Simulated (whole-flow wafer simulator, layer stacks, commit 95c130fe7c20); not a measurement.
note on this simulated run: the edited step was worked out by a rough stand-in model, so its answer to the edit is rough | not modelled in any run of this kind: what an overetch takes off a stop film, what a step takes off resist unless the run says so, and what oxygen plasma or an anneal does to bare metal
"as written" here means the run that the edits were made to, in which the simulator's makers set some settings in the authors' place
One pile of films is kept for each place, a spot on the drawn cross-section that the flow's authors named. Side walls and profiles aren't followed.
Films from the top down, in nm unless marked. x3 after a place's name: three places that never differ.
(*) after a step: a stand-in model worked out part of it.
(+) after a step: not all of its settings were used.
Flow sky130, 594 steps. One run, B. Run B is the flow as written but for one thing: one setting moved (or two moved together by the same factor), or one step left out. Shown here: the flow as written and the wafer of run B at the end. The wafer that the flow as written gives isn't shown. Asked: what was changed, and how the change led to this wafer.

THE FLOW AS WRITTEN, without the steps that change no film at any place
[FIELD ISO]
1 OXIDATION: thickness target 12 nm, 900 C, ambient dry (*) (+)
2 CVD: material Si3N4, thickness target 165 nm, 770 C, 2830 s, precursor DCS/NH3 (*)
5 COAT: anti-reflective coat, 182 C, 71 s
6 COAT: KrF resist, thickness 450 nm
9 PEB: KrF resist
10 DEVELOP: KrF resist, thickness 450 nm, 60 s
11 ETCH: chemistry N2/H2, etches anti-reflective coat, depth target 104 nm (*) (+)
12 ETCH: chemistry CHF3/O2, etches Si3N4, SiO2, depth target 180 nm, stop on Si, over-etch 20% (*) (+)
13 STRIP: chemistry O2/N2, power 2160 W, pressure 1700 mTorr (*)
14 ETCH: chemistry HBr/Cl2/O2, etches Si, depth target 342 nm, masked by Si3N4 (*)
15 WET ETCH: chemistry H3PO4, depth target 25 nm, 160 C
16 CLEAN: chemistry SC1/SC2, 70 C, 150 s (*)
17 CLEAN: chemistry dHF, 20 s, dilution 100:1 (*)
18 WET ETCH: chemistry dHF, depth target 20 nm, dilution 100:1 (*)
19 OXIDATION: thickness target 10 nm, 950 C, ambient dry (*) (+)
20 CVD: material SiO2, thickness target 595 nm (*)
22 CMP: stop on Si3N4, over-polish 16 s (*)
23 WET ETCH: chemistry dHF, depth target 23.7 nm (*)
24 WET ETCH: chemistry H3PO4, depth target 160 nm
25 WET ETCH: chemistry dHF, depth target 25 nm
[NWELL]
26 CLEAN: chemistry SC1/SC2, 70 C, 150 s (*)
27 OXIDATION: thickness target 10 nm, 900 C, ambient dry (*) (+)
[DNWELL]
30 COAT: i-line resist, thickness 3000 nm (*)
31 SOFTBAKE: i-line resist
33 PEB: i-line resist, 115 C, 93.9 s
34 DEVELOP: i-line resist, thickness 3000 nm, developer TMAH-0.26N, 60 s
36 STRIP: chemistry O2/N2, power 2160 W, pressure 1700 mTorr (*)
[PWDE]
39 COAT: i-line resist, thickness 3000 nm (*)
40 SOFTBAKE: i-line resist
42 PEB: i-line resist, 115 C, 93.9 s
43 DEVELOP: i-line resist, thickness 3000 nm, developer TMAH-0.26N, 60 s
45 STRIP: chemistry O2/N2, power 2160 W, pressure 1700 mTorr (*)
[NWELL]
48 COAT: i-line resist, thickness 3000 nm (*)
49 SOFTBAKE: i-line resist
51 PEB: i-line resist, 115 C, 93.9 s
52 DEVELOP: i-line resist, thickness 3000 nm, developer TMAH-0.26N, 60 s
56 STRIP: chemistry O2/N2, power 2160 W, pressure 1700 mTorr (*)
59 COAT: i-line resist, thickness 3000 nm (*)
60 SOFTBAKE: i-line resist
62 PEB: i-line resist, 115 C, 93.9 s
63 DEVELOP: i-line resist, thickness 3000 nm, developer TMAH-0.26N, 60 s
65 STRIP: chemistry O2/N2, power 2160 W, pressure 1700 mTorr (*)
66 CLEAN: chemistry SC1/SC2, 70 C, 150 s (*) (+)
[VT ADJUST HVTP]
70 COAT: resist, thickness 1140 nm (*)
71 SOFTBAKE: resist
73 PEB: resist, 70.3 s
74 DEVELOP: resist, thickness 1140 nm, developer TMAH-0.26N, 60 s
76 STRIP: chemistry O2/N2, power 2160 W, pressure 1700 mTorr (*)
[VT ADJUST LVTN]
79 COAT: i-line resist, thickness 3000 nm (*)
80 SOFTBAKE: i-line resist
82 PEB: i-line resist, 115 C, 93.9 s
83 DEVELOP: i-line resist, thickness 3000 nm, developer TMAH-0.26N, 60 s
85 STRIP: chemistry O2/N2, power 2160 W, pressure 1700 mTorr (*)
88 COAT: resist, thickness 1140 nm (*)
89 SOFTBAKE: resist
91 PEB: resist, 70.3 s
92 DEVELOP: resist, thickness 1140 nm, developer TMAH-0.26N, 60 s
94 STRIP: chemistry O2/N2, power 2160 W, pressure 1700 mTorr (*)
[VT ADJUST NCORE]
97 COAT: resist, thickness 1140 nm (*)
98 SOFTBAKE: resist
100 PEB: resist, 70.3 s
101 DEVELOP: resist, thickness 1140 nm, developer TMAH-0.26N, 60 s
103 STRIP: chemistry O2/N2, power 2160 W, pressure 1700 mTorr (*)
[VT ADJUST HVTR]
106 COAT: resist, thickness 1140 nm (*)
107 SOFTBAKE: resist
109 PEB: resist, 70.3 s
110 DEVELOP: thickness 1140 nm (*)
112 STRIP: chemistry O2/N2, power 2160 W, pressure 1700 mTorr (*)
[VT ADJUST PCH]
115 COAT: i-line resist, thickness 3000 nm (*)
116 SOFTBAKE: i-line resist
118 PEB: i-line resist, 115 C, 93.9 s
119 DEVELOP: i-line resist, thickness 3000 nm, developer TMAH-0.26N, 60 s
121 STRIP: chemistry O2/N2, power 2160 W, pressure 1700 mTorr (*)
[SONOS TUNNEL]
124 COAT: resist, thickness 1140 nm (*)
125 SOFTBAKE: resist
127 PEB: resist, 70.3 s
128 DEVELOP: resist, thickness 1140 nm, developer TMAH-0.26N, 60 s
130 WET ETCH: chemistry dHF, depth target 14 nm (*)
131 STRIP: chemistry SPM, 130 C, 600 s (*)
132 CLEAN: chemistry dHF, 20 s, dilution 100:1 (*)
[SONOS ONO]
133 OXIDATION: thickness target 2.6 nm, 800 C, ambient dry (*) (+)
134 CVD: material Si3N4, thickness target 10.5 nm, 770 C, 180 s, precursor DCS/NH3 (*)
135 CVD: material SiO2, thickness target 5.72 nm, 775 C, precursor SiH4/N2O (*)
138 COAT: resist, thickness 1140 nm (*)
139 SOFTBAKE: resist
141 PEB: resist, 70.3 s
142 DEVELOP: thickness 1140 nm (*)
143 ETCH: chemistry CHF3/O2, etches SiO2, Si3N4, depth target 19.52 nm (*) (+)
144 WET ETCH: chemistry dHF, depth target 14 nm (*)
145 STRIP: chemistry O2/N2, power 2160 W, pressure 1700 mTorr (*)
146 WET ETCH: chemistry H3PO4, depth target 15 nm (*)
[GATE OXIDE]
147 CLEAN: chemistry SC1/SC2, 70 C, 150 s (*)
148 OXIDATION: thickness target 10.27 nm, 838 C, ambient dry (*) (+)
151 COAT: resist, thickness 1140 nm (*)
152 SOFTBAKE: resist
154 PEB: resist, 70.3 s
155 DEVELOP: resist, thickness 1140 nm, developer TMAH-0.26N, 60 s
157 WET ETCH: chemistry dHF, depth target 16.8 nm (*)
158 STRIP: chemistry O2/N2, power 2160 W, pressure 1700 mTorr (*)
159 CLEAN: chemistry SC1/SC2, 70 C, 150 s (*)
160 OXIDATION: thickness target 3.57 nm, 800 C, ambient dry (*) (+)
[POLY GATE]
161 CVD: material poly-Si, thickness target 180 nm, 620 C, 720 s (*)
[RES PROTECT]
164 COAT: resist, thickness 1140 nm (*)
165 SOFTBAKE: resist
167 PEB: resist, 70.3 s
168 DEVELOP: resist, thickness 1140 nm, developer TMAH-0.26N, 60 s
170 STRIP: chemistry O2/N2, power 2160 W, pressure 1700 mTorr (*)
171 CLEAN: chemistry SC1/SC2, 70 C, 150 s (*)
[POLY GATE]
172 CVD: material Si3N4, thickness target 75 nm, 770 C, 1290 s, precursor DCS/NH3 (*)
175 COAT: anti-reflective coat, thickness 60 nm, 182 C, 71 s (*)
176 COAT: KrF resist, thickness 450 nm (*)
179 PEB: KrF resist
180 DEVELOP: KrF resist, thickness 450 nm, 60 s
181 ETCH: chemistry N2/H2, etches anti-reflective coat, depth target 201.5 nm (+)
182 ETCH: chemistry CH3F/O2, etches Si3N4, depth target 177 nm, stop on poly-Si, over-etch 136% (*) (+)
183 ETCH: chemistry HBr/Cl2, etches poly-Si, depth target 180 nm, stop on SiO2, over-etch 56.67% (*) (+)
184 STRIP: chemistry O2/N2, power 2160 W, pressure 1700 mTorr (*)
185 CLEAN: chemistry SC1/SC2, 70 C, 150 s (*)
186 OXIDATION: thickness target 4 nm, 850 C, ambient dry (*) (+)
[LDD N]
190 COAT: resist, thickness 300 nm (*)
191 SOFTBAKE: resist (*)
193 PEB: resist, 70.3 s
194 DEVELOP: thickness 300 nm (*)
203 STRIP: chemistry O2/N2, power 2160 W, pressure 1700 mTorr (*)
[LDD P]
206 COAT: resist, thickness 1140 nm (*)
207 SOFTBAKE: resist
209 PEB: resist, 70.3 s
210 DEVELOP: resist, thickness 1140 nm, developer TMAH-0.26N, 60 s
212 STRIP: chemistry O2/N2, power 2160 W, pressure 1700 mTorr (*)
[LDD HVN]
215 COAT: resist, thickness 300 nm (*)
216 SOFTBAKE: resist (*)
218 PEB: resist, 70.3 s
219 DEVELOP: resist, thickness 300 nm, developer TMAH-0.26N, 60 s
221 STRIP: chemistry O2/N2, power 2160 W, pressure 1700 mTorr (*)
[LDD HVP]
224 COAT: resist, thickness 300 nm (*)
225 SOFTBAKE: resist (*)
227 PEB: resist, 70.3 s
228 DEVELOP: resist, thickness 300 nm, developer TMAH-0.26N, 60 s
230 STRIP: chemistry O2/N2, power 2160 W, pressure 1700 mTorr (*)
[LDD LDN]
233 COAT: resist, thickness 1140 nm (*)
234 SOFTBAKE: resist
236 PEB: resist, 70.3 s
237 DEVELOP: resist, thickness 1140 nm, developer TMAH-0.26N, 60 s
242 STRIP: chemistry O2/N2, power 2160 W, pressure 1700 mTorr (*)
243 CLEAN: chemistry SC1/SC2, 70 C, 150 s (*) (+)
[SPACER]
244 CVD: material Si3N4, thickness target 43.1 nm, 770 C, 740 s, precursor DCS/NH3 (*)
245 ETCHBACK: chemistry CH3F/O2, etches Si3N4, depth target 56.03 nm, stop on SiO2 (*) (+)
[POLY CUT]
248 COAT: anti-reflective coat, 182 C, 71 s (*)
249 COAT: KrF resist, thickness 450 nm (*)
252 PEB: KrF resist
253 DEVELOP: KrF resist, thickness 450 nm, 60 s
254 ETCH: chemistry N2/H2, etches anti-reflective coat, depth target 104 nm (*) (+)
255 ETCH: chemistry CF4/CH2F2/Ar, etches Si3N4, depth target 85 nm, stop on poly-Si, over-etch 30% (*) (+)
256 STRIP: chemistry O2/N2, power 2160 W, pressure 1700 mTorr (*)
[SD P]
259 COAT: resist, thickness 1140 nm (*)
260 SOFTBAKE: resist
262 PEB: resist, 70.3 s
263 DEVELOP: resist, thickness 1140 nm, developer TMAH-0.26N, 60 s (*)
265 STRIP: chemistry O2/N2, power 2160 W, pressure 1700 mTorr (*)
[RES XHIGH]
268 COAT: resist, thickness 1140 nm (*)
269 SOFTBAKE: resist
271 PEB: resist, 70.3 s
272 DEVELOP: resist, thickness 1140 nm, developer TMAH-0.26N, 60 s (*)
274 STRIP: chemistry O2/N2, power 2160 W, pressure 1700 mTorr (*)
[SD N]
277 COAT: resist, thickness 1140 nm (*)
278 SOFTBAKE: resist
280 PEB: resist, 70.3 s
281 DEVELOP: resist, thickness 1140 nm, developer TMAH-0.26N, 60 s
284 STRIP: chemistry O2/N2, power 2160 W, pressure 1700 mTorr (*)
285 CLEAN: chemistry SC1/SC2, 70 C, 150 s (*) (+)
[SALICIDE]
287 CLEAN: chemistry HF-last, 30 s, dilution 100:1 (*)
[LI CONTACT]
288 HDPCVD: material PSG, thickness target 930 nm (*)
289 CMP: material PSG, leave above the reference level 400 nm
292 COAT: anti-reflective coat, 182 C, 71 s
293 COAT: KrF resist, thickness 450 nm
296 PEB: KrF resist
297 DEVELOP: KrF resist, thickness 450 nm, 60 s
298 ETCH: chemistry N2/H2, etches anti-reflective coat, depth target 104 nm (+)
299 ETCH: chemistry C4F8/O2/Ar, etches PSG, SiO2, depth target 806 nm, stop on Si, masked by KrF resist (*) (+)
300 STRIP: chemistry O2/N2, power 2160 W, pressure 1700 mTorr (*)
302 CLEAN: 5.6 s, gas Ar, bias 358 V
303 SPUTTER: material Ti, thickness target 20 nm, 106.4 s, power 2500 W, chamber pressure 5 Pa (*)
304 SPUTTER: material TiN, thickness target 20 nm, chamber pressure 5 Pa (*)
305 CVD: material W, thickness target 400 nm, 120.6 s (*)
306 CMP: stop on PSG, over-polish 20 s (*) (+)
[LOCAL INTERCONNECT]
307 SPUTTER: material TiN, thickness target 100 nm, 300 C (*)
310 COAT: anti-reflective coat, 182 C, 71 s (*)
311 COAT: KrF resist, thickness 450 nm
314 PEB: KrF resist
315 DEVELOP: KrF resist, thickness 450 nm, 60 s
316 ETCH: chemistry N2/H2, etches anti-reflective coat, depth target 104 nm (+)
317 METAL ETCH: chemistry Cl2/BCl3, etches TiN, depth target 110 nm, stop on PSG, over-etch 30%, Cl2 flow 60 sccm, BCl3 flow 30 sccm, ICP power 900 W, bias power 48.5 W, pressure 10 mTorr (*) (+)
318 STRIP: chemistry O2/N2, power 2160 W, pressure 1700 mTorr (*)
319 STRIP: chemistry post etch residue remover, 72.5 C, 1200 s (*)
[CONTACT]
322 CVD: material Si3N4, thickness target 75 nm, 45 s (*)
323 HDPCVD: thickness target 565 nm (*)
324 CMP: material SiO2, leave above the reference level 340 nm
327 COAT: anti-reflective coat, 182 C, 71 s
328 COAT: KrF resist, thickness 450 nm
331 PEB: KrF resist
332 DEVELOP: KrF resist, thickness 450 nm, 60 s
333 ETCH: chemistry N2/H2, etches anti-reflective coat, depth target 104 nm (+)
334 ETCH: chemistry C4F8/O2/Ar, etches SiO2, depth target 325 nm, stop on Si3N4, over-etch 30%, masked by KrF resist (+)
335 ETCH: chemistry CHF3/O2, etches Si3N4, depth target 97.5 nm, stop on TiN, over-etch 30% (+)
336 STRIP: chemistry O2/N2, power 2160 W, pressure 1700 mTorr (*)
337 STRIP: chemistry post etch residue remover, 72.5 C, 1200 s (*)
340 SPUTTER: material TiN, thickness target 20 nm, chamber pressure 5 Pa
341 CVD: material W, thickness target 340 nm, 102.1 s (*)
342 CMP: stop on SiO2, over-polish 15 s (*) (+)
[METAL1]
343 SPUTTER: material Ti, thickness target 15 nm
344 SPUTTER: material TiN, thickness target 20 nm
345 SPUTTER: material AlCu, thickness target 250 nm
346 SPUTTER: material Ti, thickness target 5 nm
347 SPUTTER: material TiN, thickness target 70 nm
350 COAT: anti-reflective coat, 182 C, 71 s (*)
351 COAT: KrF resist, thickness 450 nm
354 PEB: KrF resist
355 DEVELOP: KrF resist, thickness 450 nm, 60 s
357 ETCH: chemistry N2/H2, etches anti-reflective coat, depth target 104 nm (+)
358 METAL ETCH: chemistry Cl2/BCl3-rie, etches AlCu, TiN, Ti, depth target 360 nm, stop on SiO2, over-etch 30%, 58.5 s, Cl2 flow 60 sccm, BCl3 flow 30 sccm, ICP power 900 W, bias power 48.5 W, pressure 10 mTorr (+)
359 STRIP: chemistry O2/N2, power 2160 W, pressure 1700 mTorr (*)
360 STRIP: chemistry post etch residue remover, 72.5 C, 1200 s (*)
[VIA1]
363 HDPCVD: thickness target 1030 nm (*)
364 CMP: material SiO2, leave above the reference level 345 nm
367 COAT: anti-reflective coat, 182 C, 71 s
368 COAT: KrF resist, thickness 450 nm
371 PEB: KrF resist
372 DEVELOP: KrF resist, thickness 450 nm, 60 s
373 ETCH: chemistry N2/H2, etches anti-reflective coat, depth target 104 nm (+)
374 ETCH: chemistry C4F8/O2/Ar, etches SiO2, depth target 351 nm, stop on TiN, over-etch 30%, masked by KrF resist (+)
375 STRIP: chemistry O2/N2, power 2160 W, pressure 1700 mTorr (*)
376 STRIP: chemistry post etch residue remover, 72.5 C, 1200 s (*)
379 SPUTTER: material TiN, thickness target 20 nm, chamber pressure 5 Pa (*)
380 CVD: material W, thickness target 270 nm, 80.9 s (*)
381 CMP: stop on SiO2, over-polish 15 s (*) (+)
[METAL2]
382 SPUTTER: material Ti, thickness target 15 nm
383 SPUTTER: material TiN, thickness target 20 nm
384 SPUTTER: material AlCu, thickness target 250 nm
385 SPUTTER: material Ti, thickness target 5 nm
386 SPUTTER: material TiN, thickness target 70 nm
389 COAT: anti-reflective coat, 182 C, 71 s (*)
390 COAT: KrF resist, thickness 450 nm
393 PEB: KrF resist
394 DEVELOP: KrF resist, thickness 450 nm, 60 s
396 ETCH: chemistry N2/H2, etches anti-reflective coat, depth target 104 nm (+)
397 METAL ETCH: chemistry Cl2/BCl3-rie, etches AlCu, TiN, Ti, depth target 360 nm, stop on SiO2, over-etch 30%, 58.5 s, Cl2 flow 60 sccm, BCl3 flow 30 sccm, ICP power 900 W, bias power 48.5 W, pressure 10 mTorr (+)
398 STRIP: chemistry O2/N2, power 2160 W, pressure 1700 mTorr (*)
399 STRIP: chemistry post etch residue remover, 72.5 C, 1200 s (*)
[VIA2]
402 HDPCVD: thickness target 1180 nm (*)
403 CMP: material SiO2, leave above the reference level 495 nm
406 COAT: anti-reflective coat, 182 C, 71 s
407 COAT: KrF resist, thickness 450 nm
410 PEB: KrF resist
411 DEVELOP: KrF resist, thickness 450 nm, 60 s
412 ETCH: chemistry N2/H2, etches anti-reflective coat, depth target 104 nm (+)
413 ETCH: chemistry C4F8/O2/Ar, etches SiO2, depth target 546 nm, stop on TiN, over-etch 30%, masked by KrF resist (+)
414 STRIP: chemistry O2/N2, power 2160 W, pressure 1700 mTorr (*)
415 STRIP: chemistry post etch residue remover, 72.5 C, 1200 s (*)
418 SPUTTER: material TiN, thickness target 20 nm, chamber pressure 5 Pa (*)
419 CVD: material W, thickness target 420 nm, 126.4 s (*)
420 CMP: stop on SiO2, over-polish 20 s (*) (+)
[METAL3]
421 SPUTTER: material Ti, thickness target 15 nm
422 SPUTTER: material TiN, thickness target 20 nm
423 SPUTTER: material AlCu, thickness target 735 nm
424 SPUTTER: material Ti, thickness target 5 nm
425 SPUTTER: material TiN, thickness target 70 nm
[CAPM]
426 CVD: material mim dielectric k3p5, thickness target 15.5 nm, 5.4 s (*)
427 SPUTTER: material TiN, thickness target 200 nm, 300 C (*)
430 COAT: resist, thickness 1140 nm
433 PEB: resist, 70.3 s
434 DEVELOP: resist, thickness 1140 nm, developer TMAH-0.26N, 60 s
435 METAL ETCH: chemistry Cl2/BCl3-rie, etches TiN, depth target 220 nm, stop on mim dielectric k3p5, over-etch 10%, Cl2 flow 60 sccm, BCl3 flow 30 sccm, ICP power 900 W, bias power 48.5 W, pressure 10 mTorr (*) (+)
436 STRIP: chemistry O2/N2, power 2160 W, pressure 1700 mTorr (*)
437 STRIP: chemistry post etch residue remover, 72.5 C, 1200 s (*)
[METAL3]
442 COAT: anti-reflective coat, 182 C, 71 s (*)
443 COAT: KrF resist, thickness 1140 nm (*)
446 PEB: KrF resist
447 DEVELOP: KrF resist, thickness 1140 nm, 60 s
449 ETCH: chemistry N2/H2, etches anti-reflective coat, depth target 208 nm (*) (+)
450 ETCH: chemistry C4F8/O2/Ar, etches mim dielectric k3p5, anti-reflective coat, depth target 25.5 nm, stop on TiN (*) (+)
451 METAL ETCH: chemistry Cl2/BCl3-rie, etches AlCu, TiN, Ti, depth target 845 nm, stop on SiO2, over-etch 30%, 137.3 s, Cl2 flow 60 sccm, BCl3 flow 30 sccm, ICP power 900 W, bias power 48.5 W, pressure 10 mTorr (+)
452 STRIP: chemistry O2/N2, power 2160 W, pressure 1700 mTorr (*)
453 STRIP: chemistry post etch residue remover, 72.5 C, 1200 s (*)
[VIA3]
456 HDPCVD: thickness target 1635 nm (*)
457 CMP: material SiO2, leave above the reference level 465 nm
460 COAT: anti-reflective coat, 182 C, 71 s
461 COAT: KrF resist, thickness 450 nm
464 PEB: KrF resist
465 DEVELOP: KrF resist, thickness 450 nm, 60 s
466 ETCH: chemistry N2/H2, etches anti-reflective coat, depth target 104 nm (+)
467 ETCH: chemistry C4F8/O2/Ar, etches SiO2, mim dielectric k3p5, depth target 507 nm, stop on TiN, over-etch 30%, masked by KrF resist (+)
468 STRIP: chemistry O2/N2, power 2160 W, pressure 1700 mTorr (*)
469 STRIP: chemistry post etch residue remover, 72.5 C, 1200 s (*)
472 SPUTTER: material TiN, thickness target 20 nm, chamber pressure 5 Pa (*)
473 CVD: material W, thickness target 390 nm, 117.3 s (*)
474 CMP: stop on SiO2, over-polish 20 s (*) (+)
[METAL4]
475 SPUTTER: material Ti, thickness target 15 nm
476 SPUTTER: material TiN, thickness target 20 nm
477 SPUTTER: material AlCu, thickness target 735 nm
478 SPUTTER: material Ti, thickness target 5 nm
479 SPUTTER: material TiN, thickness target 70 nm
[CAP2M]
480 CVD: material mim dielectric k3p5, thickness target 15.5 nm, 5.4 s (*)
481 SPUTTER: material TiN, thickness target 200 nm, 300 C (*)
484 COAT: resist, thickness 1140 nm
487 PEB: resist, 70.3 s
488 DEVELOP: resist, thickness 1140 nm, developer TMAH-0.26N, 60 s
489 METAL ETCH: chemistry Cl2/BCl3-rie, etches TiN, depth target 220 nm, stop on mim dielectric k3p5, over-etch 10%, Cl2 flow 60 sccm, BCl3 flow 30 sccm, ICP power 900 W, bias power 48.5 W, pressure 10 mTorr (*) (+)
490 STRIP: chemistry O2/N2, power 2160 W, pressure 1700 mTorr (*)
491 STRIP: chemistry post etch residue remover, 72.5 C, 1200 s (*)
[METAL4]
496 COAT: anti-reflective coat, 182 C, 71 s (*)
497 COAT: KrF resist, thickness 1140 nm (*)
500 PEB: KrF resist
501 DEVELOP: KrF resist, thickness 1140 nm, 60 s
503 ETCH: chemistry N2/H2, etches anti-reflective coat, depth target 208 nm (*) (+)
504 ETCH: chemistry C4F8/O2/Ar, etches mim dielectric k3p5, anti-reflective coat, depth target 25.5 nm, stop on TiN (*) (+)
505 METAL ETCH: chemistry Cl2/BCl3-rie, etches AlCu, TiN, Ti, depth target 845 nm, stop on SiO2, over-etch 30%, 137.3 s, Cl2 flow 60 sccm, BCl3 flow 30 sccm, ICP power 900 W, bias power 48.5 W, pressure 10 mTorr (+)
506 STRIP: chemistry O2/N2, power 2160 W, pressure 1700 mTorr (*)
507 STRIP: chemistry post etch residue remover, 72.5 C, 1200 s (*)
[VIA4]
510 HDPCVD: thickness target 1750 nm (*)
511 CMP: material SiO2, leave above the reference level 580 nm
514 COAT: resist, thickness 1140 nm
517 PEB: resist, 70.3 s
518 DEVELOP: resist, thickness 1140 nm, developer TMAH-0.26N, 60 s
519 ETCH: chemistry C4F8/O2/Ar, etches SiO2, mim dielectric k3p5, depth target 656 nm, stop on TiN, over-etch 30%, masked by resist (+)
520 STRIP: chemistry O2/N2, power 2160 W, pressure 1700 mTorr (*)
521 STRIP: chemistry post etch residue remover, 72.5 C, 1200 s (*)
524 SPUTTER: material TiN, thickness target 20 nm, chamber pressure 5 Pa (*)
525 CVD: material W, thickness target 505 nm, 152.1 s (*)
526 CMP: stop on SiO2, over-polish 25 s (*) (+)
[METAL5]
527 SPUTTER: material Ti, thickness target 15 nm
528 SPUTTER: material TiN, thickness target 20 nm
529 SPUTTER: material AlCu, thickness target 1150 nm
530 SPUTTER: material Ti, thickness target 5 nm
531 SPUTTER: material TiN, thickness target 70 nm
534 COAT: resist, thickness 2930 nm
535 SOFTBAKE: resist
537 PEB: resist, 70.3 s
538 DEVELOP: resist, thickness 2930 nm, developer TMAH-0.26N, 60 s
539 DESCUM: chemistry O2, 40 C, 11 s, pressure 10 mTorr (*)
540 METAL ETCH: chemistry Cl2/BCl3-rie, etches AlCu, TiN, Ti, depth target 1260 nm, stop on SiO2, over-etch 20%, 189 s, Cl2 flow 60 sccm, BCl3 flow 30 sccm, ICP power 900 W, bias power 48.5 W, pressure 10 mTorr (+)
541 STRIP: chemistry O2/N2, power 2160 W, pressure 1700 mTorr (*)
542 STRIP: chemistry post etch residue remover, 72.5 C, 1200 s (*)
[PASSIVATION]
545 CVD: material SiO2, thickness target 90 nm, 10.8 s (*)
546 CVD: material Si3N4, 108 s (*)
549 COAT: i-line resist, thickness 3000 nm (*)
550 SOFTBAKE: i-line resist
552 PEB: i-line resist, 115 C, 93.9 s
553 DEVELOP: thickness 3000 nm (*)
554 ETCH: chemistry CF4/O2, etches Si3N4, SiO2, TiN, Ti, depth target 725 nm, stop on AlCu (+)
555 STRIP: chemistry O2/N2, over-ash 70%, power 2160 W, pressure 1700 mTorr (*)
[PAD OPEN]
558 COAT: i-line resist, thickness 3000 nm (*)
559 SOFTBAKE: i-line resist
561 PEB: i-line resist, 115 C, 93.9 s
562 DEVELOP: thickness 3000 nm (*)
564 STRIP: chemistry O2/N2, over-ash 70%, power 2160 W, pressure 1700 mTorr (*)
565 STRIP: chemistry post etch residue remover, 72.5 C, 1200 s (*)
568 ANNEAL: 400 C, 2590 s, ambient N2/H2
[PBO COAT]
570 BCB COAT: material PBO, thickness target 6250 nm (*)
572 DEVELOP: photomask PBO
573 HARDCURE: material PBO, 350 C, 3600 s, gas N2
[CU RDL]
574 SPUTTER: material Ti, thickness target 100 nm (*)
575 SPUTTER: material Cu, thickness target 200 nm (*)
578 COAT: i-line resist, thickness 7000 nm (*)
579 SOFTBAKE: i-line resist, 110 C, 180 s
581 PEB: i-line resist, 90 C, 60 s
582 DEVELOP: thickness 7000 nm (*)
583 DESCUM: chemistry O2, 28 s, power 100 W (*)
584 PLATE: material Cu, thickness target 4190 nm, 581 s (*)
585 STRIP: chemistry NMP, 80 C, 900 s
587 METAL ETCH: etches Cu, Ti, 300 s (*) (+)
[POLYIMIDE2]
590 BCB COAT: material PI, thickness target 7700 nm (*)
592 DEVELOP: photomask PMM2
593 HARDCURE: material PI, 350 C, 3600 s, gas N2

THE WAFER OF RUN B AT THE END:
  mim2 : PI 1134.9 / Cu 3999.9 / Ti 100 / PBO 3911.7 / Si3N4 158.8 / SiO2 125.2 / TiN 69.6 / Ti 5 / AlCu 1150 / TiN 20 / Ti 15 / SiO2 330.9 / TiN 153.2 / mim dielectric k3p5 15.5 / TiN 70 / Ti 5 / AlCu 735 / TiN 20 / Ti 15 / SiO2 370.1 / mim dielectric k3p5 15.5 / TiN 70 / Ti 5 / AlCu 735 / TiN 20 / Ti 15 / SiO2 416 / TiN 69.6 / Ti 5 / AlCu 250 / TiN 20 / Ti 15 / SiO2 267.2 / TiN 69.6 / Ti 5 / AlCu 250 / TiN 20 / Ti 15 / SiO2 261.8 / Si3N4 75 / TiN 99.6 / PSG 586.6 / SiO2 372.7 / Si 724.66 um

The cause: step 481, SPUTTER: thickness target 154 nm was run, where the flow has thickness target 200 nm.

How the change led to this, step by step:
  481 SPUTTER: material TiN, thickness target 200 nm, 300 C (*)
      field, active, n_well and 189 more: TiN +154 (new film) (as written it would be: TiN +200 (new film))
  489 METAL ETCH: chemistry Cl2/BCl3-rie, etches TiN, depth target 220 nm, stop on mim dielectric k3p5, over-etch 10%, Cl2 flow 60 sccm, BCl3 flow 30 sccm, ICP power 900 W, bias power 48.5 W, pressure 10 mTorr (*) (+)
      field, active, n_well and 188 more: TiN -154 (all of it) (as written it would be: TiN -200 (all of it))
      mim2: resist -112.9 (as written it would be: resist -146.7)
  490 STRIP: chemistry O2/N2, power 2160 W, pressure 1700 mTorr (*)
      mim2: resist -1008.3 (all of it) (as written it would be: resist -974.6 (all of it))
  496 COAT: anti-reflective coat, 182 C, 71 s (*)
      iso_guard__w2: anti-reflective coat +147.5 (new film) (as written it would be: anti-reflective coat +177.8 (new film))
      mim2: anti-reflective coat +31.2 (new film) (as written it would be: anti-reflective coat +40.3 (new film))
  497 COAT: KrF resist, thickness 1140 nm (*)
      mim2: KrF resist +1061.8 (new film) (as written it would be: KrF resist +1018.9 (new film))
  506 STRIP: chemistry O2/N2, power 2160 W, pressure 1700 mTorr (*)
      iso_guard__w2: KrF resist -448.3 (all of it), anti-reflective coat -147.5 (all of it) (as written it would be: KrF resist -427.9 (all of it), anti-reflective coat -177.8 (all of it))
      mim2: KrF resist -414.9 (all of it), anti-reflective coat -31.2 (all of it) (as written it would be: KrF resist -372.1 (all of it), anti-reflective coat -40.3 (all of it))
  511 CMP: material SiO2, leave above the reference level 580 nm
      mim2: SiO2 -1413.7 (as written it would be: SiO2 -1459.7)
